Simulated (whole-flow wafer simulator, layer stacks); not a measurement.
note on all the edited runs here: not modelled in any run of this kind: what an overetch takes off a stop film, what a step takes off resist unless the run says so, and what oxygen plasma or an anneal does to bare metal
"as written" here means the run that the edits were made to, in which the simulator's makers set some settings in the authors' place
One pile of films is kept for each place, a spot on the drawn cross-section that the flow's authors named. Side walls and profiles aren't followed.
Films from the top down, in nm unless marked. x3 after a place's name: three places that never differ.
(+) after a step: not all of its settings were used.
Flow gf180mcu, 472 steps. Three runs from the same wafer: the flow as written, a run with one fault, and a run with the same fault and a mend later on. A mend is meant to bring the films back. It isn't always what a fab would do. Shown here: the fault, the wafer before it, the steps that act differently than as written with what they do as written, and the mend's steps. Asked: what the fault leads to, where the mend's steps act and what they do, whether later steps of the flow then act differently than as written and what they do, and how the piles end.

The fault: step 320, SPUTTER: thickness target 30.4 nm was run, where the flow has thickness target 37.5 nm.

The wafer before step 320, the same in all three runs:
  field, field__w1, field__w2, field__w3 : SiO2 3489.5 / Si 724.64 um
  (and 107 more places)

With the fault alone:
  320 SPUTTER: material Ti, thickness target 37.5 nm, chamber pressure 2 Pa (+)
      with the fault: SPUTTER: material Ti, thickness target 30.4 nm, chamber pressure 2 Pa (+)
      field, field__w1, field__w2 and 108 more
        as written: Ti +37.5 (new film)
        with the fault: Ti +30.4 (new film)
  Later steps of the flow that act differently than as written:
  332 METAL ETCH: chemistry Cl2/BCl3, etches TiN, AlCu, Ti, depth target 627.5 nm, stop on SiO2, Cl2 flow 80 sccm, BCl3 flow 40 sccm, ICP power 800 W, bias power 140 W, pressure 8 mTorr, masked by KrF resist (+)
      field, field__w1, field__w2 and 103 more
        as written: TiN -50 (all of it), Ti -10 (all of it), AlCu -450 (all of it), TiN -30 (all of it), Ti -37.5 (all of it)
        with the fault: TiN -50 (all of it), Ti -10 (all of it), AlCu -450 (all of it), TiN -30 (all of it), Ti -30.4 (all of it)
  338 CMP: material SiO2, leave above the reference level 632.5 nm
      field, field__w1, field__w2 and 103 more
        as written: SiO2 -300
        with the fault: SiO2 -307.1
  At the end the piles differ from the flow's by more than 2% or 0.5 nm, whichever is larger, at field__w8, contact, m1, m1__w1, m1_nw.
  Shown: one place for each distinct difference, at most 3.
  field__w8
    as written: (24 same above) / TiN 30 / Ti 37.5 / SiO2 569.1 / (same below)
    with the fault: (24 same above) / TiN 30 / Ti 30.4 / SiO2 569.1 / (same below)
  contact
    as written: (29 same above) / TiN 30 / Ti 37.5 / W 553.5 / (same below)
    with the fault: (29 same above) / TiN 30 / Ti 30.4 / W 553.5 / (same below)

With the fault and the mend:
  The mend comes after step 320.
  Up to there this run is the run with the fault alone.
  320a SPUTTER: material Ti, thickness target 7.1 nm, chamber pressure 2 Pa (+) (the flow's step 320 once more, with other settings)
      field, field__w1, field__w2 and 108 more
        Ti +7.1
  No later step of the flow acts differently than as written at any place that is followed.
  At the end the piles are the same as the flow's at every place that both follow.
